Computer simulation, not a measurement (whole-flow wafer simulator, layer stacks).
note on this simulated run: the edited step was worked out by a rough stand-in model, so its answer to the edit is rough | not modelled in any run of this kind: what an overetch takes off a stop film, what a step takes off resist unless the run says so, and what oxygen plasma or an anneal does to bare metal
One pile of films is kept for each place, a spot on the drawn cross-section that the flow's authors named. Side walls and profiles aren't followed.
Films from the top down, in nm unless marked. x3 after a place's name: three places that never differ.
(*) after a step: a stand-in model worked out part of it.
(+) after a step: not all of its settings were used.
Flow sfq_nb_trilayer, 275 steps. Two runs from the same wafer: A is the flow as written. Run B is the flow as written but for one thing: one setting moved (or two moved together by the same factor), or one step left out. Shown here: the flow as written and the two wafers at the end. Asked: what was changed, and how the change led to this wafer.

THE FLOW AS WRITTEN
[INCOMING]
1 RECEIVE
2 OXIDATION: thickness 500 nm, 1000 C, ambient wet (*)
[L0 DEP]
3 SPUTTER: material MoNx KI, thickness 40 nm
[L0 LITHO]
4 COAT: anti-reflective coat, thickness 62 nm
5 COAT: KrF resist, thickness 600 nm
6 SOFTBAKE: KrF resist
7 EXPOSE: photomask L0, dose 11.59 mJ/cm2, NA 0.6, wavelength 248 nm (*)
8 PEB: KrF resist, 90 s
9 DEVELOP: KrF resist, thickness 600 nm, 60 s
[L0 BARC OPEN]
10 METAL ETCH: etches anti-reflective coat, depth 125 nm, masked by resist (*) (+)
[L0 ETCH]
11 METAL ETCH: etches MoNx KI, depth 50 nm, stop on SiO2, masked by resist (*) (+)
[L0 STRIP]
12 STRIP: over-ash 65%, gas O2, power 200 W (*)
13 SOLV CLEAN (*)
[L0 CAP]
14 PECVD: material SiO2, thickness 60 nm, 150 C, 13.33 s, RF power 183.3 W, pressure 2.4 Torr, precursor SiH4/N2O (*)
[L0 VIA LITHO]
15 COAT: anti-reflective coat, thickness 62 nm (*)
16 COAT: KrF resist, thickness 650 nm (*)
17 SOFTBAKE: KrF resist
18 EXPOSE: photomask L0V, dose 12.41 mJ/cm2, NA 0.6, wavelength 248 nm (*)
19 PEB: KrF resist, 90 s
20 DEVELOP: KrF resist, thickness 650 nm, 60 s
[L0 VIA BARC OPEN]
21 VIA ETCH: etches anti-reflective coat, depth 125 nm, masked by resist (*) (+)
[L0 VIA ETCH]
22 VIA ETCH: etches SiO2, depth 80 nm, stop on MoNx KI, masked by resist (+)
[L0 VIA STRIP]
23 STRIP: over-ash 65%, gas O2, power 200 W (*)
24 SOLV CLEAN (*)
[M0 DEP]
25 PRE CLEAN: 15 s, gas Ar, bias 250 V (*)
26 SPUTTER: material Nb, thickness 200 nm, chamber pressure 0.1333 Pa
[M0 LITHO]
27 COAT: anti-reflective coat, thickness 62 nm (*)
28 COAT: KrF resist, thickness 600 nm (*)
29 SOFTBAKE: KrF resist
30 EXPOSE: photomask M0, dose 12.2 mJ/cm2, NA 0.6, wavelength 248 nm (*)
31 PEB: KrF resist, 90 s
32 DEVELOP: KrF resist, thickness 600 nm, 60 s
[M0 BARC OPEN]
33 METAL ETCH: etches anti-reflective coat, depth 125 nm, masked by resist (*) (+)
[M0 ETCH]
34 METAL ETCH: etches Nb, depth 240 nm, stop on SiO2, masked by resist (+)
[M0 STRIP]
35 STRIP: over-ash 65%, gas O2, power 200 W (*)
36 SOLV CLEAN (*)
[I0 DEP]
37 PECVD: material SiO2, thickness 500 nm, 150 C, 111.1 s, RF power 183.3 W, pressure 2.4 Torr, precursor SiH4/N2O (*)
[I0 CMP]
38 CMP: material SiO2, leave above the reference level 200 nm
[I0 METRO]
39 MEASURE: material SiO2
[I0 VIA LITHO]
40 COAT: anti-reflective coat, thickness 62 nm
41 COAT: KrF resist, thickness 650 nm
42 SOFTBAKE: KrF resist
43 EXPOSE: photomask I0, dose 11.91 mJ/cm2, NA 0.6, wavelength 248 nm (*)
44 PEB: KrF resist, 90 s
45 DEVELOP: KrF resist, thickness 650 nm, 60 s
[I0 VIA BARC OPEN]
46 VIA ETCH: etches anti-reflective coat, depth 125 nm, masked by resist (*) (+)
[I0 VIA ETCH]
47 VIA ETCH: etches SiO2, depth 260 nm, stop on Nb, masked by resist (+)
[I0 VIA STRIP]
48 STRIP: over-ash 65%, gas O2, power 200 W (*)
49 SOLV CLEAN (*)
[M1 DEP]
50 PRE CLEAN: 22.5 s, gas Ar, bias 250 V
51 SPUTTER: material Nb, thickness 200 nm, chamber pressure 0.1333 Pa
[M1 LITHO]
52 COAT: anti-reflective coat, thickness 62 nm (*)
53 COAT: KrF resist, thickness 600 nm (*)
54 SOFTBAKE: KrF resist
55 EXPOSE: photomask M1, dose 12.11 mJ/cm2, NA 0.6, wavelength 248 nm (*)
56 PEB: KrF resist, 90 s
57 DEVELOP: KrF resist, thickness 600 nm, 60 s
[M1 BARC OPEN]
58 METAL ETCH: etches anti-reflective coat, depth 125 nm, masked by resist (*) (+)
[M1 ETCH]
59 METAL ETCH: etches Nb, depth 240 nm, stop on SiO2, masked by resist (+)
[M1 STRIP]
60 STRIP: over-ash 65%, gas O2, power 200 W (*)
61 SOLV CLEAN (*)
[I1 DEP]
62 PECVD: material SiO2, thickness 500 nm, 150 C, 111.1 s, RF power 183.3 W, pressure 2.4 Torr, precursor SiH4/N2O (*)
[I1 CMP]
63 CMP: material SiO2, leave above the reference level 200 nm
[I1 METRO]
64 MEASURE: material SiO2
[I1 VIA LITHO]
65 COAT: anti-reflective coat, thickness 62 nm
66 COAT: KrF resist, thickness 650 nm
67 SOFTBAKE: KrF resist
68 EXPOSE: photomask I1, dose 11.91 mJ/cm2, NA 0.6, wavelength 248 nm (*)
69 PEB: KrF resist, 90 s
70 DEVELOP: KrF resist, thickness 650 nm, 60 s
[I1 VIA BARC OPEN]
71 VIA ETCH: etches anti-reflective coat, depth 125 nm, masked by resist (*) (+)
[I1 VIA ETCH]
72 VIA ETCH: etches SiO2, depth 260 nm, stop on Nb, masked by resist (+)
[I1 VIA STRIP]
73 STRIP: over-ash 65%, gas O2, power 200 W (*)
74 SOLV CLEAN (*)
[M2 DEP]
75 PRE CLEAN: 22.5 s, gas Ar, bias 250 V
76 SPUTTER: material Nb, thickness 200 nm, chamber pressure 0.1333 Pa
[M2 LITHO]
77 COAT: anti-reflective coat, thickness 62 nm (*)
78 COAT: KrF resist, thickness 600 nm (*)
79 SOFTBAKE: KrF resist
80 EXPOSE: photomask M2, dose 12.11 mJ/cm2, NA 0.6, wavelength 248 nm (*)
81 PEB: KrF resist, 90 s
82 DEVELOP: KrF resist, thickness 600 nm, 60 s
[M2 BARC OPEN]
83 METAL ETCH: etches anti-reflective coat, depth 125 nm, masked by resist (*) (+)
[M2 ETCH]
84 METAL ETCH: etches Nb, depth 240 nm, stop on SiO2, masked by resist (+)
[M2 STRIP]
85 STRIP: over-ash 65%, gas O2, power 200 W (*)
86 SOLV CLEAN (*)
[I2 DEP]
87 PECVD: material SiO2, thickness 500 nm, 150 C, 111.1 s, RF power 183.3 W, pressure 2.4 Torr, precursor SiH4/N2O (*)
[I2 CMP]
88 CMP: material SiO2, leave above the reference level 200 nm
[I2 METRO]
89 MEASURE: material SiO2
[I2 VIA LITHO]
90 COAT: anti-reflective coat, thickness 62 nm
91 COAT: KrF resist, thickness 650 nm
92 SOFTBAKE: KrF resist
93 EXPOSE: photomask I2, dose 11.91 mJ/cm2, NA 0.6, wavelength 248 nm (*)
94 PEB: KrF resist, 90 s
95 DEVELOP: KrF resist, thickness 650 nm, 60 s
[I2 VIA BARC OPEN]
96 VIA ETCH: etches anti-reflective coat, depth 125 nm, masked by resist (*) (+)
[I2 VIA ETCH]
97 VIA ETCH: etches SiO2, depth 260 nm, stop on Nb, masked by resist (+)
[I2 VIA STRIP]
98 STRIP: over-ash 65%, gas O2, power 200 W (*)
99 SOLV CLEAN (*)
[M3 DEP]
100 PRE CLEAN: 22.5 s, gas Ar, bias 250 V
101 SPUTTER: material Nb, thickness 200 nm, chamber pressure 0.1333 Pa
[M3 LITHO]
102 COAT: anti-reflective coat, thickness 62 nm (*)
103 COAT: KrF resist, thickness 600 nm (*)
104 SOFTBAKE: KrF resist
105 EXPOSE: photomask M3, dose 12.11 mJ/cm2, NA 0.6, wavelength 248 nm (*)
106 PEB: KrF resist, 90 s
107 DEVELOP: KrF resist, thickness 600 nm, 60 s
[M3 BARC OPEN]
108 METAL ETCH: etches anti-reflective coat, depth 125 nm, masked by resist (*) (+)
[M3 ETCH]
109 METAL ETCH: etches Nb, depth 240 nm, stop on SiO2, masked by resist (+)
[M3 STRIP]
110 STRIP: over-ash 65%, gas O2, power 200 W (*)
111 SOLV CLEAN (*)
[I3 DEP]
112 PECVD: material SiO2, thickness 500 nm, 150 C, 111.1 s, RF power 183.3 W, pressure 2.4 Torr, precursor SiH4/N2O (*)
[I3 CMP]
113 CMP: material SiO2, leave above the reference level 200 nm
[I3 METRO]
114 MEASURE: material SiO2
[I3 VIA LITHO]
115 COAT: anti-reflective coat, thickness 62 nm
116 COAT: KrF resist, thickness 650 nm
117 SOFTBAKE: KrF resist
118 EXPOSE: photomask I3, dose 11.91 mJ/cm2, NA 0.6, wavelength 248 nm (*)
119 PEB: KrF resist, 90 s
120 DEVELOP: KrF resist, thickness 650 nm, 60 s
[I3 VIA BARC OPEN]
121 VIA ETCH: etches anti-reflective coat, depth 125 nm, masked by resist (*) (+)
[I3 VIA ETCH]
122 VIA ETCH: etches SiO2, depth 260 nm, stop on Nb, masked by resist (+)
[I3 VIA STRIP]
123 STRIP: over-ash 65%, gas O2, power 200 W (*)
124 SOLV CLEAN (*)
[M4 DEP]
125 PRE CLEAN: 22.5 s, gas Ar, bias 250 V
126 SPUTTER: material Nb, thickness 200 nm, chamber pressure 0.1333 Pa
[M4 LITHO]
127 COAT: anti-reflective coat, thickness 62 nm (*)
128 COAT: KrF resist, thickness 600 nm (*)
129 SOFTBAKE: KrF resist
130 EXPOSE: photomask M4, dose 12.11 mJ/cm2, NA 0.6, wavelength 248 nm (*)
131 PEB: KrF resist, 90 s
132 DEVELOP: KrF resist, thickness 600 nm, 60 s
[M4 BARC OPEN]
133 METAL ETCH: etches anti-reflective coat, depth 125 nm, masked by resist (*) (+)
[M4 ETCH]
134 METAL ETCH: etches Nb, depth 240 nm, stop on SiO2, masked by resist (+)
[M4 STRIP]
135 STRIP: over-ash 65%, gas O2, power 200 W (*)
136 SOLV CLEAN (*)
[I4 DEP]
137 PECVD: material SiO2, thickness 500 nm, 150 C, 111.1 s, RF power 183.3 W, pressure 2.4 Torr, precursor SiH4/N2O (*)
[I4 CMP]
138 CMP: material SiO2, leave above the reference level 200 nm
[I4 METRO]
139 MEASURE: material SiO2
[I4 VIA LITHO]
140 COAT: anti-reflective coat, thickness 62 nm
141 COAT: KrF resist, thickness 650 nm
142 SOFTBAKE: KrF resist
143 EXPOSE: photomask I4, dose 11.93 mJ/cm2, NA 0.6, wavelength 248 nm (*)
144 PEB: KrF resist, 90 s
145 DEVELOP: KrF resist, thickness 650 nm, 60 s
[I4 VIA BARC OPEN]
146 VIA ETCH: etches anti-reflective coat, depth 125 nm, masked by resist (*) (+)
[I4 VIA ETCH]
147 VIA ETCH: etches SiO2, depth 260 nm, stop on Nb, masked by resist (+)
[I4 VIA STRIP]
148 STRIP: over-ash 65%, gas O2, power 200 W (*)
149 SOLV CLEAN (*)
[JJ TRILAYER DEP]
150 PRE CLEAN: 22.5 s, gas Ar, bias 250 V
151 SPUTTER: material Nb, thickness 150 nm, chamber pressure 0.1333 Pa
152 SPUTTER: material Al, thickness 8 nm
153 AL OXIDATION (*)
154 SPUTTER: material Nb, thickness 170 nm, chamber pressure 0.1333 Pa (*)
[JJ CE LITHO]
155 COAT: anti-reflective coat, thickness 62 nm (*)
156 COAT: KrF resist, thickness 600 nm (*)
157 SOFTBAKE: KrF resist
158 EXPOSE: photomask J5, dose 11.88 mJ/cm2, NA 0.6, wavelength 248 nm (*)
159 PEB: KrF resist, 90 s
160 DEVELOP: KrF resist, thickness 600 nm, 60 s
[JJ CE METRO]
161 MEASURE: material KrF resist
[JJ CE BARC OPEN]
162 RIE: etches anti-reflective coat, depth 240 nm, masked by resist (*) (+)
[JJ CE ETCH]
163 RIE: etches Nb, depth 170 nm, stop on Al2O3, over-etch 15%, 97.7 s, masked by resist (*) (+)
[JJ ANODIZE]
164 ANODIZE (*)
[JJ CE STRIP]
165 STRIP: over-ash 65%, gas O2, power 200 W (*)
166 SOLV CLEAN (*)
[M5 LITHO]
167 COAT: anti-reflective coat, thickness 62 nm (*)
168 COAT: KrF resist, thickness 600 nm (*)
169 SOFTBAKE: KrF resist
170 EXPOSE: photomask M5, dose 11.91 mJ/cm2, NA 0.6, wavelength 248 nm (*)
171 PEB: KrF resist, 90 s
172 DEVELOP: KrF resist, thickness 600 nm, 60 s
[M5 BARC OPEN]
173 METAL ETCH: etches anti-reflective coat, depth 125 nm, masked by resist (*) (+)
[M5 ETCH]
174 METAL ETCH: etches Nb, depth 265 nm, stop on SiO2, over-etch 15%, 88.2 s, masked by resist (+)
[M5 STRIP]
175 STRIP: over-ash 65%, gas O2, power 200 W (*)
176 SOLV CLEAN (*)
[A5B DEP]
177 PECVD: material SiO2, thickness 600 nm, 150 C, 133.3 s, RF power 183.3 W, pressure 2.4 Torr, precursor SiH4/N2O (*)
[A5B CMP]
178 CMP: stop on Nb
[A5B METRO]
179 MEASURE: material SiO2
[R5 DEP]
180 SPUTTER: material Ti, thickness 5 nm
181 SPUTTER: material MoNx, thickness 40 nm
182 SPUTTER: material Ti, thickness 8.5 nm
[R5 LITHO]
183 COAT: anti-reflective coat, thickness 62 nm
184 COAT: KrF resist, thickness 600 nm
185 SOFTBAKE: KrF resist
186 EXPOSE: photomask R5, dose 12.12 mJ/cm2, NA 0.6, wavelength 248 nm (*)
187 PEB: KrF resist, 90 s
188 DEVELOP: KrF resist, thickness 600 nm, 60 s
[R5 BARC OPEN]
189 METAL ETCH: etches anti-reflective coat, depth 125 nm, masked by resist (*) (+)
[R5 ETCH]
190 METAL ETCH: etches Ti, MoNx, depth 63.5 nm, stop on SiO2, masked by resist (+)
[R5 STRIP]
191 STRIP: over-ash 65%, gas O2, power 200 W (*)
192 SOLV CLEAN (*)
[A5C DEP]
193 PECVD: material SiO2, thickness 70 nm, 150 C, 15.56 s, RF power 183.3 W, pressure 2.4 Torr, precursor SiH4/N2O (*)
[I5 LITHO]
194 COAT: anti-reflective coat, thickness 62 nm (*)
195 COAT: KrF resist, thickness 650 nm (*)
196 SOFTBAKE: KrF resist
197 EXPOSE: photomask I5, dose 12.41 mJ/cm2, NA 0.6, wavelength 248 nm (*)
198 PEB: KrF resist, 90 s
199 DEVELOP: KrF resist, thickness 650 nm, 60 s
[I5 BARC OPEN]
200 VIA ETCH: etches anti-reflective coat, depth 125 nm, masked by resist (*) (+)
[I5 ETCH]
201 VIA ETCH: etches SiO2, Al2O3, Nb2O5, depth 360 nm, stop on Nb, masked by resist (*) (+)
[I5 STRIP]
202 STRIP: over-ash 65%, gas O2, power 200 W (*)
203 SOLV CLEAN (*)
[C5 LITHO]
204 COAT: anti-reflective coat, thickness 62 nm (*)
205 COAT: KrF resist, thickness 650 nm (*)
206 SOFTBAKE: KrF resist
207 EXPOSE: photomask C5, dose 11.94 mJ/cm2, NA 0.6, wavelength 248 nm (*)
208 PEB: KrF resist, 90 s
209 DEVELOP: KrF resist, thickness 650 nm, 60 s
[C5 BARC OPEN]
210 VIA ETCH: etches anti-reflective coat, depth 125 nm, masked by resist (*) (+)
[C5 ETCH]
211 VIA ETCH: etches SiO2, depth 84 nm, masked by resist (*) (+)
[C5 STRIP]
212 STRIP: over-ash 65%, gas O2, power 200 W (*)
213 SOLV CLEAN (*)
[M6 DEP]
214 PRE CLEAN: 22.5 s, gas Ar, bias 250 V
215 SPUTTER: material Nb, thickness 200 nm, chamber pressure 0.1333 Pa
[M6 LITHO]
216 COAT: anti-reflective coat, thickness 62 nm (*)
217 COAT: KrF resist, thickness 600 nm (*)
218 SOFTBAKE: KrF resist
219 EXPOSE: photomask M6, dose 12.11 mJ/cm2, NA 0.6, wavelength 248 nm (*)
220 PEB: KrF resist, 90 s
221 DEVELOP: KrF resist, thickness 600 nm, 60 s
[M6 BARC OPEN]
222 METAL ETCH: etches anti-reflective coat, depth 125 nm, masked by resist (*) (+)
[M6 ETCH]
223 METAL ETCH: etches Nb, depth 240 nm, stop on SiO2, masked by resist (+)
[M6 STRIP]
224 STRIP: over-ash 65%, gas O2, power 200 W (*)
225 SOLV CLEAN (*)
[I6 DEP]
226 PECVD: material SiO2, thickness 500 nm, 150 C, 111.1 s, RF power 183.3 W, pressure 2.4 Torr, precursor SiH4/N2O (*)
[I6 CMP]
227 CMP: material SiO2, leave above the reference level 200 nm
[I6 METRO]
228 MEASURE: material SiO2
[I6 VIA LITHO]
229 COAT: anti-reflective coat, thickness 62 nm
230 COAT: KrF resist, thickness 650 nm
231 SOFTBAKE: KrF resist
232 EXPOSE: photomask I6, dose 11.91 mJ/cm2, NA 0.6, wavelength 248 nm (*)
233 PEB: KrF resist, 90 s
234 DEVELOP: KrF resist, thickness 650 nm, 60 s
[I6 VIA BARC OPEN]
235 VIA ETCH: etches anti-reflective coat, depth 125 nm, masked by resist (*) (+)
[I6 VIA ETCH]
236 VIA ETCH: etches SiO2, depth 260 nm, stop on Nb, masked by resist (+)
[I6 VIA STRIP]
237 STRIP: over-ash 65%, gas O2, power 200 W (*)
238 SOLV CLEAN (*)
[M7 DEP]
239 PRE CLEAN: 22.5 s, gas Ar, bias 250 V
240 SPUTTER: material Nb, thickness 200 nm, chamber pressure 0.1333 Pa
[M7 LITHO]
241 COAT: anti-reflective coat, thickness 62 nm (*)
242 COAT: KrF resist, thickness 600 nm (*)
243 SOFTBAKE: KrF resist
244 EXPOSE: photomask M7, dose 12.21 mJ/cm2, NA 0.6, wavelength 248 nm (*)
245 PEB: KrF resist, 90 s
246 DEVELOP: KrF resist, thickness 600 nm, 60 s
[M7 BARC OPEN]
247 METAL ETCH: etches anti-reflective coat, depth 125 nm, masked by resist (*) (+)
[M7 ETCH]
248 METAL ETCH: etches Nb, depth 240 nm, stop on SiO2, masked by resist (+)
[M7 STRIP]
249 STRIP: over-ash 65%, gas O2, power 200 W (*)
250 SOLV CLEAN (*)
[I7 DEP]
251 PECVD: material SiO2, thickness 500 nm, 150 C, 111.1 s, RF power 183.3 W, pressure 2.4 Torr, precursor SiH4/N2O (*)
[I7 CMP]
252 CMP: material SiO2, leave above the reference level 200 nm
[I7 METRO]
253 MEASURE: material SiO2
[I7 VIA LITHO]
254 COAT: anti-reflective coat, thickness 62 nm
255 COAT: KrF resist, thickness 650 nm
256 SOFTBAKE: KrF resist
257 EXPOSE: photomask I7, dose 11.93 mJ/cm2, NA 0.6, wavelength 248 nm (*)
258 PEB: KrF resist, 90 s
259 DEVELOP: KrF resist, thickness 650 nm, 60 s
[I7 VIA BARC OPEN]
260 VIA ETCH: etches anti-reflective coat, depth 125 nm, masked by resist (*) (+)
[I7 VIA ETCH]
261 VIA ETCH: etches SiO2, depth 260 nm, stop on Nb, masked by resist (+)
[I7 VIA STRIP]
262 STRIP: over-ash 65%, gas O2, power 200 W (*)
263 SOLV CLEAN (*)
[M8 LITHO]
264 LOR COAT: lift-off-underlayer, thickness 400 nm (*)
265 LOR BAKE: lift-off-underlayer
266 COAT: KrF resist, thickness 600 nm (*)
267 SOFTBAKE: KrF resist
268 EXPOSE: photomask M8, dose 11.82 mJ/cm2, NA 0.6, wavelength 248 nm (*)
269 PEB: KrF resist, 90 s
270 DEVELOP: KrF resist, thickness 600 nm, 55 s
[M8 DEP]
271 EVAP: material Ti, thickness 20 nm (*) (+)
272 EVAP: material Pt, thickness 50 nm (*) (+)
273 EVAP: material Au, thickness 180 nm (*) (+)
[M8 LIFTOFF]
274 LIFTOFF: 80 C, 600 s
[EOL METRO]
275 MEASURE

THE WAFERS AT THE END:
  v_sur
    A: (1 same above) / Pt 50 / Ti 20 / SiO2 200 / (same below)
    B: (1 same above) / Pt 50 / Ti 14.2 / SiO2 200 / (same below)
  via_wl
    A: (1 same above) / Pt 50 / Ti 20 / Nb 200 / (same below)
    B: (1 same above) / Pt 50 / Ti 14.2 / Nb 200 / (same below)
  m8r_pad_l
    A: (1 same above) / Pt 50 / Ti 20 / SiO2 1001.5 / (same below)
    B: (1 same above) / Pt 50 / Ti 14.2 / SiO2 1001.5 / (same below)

The cause: step 271, EVAP: thickness 14.2 nm was run, where the flow has thickness 20 nm.
It can be read off the wafer: v_sur has Ti 14.2, and step 271 as written asks for 20 nm.

How the change led to this, step by step:
  271 EVAP: material Ti, thickness 20 nm (*) (+)
      field_l, v_sur, via_wl and 103 more: A Ti +20 (new film) | B Ti +14.2 (new film)
  274 LIFTOFF: 80 C, 600 s
      p4_fl x3, p4_w1 x3, p4_g1 x2 and 66 more: A Au -180 (all of it), Pt -50 (all of it), Ti -20 (all of it), KrF resist -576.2 (all of it), lift-off-underlayer -400 (all of it) | B Au -180 (all of it), Pt -50 (all of it), Ti -14.2 (all of it), KrF resist -576.2 (all of it), lift-off-underlayer -400 (all of it)
      c5j, ce_r: A Au -180 (all of it), Pt -50 (all of it), Ti -20 (all of it), KrF resist -573.3 (all of it), lift-off-underlayer -399.3 (all of it) | B Au -180 (all of it), Pt -50 (all of it), Ti -14.2 (all of it), KrF resist -573.3 (all of it), lift-off-underlayer -399.3 (all of it)
      (and at 19 more places)
